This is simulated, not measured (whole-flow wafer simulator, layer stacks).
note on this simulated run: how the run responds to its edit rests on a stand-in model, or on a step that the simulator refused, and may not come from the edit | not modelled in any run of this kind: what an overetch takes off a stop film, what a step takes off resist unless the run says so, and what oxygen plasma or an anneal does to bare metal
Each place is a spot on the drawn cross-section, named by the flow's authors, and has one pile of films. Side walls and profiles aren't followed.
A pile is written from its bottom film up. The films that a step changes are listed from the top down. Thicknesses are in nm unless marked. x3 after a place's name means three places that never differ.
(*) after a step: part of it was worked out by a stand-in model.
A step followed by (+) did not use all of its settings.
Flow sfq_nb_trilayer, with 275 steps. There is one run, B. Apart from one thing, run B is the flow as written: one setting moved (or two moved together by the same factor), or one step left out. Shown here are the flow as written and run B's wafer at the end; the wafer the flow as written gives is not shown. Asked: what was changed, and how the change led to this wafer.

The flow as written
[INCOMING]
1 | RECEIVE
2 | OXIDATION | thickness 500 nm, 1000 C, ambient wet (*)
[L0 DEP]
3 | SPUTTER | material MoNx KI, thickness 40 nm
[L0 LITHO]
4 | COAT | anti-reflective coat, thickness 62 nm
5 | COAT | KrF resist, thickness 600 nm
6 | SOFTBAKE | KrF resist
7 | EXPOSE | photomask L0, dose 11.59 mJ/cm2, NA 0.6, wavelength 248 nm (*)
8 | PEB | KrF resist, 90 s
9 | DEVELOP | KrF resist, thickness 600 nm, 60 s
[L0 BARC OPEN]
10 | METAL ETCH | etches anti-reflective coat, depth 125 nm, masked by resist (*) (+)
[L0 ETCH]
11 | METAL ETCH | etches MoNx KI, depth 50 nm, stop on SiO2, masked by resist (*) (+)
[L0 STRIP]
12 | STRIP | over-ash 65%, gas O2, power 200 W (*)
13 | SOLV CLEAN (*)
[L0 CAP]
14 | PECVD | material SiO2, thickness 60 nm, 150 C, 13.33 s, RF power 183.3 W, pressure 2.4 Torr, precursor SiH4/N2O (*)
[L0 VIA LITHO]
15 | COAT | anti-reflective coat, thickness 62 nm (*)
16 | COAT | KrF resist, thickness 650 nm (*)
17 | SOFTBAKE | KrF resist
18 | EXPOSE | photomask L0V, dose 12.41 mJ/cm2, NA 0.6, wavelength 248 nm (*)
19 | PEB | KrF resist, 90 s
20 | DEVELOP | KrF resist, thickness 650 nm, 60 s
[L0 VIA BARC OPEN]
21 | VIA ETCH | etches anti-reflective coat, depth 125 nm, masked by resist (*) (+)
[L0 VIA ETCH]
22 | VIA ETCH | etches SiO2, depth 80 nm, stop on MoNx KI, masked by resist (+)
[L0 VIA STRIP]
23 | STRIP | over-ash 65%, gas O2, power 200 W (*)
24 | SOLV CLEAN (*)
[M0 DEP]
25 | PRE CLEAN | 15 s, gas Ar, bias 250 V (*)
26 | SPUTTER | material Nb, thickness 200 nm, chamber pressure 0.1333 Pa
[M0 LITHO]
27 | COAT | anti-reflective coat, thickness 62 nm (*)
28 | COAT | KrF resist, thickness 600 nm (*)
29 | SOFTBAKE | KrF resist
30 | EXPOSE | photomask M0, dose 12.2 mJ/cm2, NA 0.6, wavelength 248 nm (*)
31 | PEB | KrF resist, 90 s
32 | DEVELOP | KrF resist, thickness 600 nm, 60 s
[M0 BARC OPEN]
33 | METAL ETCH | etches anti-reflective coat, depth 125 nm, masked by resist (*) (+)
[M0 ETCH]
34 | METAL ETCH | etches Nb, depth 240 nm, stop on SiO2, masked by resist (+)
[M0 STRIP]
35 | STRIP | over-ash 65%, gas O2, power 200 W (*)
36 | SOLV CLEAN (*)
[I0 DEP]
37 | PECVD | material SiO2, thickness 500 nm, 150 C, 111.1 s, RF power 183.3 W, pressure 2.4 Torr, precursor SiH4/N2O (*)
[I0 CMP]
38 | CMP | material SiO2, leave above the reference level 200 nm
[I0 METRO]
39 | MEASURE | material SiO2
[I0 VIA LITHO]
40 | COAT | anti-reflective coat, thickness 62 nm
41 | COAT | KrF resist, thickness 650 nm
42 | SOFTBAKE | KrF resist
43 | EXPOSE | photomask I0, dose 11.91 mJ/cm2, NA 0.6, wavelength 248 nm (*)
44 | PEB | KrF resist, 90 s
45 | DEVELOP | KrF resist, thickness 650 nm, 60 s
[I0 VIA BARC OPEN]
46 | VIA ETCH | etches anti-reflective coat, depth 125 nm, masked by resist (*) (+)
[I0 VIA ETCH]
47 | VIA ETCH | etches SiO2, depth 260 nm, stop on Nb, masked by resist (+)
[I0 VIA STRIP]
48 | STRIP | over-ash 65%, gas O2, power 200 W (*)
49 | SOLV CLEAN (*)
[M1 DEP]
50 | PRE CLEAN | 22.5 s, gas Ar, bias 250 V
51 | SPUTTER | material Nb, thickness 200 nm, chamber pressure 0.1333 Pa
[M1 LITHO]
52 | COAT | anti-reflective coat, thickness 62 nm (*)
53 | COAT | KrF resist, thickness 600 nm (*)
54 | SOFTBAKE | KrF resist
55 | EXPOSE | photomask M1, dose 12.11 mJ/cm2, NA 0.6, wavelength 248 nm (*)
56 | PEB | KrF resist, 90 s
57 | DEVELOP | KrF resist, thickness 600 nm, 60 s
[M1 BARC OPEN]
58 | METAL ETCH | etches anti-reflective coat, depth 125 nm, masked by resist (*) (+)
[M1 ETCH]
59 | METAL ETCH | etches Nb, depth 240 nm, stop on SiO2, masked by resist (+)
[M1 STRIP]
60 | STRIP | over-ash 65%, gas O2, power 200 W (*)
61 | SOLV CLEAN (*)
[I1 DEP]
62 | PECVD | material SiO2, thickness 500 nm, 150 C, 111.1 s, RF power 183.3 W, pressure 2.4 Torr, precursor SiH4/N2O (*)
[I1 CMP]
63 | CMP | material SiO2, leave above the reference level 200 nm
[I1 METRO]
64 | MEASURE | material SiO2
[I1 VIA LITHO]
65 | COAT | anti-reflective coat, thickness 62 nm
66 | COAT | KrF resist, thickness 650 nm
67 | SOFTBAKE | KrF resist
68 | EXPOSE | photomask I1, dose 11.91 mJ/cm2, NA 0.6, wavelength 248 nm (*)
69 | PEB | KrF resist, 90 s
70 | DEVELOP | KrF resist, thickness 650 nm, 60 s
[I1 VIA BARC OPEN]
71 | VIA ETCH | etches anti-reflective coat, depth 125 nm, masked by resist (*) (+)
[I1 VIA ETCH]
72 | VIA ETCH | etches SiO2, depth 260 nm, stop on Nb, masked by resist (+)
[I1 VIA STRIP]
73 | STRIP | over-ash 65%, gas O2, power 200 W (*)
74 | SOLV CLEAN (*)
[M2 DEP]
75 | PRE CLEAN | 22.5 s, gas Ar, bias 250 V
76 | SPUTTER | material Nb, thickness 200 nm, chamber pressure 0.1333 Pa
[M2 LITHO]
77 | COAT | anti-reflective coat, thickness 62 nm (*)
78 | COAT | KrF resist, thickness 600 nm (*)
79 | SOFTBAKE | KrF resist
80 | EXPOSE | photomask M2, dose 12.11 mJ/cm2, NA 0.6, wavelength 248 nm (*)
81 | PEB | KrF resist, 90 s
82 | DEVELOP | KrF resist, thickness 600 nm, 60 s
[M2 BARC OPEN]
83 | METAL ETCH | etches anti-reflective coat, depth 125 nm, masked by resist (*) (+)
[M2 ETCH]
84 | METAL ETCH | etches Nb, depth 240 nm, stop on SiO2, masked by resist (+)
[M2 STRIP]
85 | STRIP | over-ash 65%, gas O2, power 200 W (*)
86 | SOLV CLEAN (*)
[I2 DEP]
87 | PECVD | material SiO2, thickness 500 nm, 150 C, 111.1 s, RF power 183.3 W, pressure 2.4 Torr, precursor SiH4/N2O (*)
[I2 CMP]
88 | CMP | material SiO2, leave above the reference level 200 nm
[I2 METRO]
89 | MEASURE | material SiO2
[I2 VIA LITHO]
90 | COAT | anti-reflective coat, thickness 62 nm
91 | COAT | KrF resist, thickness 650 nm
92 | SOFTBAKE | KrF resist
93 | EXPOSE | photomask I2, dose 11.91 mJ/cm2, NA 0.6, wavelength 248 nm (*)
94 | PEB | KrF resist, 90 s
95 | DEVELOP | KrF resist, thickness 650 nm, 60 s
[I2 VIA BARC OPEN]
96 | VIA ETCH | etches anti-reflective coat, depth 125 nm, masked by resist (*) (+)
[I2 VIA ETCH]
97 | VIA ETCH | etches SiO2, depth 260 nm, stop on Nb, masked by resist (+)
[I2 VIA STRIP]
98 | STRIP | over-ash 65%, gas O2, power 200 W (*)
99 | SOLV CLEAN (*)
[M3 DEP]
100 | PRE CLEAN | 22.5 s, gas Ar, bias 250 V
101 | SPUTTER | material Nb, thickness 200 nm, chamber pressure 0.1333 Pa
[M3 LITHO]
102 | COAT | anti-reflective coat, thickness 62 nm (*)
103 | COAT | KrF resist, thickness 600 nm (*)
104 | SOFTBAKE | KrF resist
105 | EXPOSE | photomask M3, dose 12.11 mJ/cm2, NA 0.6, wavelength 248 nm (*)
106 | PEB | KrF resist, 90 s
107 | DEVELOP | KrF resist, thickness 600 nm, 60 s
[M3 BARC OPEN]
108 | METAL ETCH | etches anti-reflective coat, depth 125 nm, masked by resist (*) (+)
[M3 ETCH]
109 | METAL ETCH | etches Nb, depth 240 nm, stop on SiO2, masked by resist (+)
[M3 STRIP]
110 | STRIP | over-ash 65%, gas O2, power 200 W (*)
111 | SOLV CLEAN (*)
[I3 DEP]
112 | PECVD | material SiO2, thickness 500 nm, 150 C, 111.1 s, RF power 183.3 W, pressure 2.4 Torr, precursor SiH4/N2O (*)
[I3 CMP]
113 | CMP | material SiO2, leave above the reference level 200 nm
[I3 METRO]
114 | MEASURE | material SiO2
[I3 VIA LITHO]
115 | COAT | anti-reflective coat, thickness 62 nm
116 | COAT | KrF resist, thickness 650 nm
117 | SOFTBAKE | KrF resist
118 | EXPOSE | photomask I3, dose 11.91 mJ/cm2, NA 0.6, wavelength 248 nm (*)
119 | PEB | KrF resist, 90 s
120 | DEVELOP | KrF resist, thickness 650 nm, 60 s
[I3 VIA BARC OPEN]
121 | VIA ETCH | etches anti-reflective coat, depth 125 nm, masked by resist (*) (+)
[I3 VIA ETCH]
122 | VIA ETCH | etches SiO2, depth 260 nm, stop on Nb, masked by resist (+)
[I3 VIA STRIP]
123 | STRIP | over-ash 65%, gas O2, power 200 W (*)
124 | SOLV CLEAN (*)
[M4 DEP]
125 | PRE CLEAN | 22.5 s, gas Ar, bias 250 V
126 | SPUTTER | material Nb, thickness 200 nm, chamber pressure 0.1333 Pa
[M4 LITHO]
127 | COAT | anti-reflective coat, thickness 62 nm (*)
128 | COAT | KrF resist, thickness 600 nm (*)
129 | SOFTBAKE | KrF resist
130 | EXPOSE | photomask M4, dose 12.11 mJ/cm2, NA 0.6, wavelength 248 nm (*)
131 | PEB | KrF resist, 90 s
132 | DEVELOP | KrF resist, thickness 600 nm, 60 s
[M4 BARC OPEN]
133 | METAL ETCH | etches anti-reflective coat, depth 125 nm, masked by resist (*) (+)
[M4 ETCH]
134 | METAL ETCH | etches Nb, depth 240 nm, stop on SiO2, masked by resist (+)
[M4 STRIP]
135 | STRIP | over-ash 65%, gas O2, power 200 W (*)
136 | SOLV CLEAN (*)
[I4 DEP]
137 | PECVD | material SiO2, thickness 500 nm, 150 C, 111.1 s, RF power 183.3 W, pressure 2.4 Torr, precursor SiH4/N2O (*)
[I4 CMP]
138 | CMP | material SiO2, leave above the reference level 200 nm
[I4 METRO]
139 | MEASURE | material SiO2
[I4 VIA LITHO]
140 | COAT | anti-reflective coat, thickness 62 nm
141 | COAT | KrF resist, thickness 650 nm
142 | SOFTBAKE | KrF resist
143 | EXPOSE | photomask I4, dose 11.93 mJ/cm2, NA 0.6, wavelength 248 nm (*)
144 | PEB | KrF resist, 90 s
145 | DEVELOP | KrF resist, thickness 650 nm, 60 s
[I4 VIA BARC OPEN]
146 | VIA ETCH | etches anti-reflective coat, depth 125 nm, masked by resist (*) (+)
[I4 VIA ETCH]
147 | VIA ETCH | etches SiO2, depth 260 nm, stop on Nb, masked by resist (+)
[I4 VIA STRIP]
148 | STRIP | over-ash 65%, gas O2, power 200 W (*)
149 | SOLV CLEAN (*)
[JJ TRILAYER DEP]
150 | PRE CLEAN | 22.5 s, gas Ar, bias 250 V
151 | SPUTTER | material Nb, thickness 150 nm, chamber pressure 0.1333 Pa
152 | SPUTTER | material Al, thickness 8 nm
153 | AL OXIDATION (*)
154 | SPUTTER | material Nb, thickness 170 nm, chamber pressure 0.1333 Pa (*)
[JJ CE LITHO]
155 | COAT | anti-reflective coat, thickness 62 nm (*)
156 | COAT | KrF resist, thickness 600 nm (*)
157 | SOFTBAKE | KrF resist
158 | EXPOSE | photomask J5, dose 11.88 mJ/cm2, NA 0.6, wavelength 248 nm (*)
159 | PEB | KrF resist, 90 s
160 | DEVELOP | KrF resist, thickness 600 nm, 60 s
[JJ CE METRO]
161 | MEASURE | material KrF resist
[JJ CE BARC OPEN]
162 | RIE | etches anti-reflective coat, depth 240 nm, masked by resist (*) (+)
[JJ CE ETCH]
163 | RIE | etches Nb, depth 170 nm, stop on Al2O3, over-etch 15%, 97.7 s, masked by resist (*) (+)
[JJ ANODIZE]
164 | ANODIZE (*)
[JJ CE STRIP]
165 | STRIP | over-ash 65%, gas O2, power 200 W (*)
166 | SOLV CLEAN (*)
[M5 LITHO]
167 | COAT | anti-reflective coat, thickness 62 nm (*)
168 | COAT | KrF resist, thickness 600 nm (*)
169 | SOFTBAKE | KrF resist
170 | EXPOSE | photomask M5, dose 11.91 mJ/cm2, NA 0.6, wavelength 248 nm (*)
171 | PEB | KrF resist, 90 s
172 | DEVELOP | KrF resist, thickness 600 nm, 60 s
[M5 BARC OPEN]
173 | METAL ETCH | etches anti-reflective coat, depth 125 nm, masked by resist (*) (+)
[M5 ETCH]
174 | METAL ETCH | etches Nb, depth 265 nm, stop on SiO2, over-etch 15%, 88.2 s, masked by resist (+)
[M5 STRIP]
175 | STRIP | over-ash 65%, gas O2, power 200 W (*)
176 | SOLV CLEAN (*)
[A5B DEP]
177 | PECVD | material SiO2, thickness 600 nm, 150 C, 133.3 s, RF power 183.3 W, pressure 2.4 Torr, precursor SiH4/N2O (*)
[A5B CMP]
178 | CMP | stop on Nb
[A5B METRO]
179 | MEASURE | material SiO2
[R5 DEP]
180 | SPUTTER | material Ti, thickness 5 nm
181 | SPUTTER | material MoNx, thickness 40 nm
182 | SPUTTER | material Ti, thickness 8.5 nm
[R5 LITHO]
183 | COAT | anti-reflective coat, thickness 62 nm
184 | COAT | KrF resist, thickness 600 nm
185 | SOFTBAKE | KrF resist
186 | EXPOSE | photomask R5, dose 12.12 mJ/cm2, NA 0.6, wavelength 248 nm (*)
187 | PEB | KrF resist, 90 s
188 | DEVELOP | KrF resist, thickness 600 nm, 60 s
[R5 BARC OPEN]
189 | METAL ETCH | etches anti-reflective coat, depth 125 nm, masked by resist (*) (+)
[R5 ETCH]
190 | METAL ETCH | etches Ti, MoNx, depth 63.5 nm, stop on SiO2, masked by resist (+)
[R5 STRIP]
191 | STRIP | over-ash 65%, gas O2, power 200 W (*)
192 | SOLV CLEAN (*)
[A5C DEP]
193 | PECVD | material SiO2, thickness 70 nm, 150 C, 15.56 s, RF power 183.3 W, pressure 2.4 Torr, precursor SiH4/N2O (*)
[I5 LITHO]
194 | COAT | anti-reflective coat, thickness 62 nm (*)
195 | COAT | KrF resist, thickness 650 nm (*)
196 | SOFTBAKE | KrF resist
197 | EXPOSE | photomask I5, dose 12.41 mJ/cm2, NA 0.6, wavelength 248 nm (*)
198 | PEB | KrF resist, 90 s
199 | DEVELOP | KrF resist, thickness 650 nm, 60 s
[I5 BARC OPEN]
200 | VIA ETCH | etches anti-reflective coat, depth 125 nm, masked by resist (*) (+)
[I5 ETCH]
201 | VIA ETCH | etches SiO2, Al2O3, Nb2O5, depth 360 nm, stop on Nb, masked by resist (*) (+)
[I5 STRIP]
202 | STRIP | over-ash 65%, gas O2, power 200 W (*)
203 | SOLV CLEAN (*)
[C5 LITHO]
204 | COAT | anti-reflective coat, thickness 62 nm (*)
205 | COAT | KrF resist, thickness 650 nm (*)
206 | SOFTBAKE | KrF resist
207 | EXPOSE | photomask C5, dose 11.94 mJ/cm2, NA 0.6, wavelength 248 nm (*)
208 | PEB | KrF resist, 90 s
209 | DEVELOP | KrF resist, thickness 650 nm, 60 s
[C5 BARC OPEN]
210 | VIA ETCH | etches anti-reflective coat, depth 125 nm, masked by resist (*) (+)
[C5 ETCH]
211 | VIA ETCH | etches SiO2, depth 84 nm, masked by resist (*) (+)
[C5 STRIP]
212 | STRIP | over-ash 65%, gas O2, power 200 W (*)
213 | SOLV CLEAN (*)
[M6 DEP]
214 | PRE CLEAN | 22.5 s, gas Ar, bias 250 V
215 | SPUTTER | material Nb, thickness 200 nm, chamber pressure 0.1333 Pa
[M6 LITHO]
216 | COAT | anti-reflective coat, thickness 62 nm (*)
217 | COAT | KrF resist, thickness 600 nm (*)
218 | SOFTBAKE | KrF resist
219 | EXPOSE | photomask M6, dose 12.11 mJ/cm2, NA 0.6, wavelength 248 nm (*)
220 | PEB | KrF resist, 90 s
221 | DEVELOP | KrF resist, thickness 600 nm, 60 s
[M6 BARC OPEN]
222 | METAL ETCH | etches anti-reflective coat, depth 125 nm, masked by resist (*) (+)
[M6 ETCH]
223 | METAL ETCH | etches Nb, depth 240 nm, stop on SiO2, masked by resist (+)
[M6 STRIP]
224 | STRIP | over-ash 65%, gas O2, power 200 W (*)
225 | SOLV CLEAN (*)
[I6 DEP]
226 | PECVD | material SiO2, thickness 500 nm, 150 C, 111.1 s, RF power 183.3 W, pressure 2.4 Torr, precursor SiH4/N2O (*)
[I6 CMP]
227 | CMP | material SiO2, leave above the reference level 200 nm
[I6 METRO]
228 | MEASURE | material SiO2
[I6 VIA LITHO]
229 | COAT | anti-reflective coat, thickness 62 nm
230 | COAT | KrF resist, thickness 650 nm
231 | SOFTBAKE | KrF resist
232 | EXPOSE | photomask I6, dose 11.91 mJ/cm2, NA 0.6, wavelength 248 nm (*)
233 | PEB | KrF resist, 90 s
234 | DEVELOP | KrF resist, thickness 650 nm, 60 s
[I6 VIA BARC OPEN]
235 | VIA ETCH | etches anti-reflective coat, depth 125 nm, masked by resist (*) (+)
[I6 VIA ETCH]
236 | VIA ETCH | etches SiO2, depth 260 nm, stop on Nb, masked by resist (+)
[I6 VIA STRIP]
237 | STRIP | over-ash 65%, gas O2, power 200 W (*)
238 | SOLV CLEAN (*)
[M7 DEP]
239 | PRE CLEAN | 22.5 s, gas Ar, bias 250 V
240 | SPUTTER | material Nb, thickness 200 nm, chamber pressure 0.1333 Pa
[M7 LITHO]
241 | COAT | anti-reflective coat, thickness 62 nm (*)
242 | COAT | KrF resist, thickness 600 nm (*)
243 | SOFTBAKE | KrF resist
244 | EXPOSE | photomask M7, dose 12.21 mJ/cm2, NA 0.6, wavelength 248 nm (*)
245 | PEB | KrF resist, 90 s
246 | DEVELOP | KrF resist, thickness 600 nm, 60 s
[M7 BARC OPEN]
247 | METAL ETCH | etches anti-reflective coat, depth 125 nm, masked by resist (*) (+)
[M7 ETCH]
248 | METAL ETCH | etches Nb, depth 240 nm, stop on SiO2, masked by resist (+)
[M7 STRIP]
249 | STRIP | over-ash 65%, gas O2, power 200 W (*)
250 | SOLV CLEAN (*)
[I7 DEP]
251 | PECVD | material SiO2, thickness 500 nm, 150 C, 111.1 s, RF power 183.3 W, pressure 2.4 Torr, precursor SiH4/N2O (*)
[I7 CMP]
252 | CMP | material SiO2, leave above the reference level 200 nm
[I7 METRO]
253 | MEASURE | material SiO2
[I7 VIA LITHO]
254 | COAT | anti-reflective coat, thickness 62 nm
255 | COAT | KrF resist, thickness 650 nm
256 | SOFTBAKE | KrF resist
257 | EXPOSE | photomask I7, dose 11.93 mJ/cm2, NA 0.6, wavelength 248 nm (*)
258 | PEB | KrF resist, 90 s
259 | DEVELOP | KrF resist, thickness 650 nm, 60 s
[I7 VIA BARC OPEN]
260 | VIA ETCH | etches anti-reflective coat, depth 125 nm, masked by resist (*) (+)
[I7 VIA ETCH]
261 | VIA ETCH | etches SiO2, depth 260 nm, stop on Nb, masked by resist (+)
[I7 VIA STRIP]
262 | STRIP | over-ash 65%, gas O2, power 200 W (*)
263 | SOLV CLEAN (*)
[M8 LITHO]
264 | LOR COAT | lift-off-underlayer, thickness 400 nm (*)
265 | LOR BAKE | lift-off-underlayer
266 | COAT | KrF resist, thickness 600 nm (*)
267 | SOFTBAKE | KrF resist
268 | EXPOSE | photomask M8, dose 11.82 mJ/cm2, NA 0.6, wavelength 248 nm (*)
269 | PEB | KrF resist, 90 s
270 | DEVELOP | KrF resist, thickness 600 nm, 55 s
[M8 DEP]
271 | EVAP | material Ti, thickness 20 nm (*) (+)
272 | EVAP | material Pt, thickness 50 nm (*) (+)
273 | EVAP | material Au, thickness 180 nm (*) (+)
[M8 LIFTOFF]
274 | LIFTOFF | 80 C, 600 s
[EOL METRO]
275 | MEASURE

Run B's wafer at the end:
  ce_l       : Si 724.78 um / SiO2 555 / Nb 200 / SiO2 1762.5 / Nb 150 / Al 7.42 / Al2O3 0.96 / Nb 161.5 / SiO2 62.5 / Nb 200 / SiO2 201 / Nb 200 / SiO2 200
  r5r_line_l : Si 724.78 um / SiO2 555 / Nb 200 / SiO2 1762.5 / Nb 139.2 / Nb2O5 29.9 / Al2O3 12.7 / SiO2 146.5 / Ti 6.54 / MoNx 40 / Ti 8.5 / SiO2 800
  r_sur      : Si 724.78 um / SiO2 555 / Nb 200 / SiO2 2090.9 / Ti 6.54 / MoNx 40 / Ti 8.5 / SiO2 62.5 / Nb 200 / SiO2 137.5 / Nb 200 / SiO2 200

What caused this: step 180, SPUTTER: thickness 6.544 nm was run, though the flow has thickness 5 nm.
The wafer itself shows it: r5r_line_l has Ti 6.54, and step 180 as written asks for 5 nm.

Step by step, how the change led to this:
  180 | SPUTTER | material Ti, thickness 5 nm
      field_l, v_sur, via_wl and 103 more: Ti gains 6.54 (new film) (it would be, as written: Ti gains 5 (new film))
  190 | METAL ETCH | etches Ti, MoNx, depth 63.5 nm, stop on SiO2, masked by resist (+)
      field_l, v_sur, via_wl and 92 more: Ti loses 8.5 (all of it), MoNx loses 40 (all of it), Ti loses 6.54 (all of it) (it would be, as written: Ti loses 8.5 (all of it), MoNx loses 40 (all of it), Ti loses 5 (all of it))
      ce_l, c5j, ce_r, wl_jj: Ti loses 8.5 (all of it), MoNx loses 40 (all of it), Ti loses 6.54 (all of it), Nb loses 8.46 (it would be, as written: Ti loses 8.5 (all of it), MoNx loses 40 (all of it), Ti loses 5 (all of it), Nb loses 10)
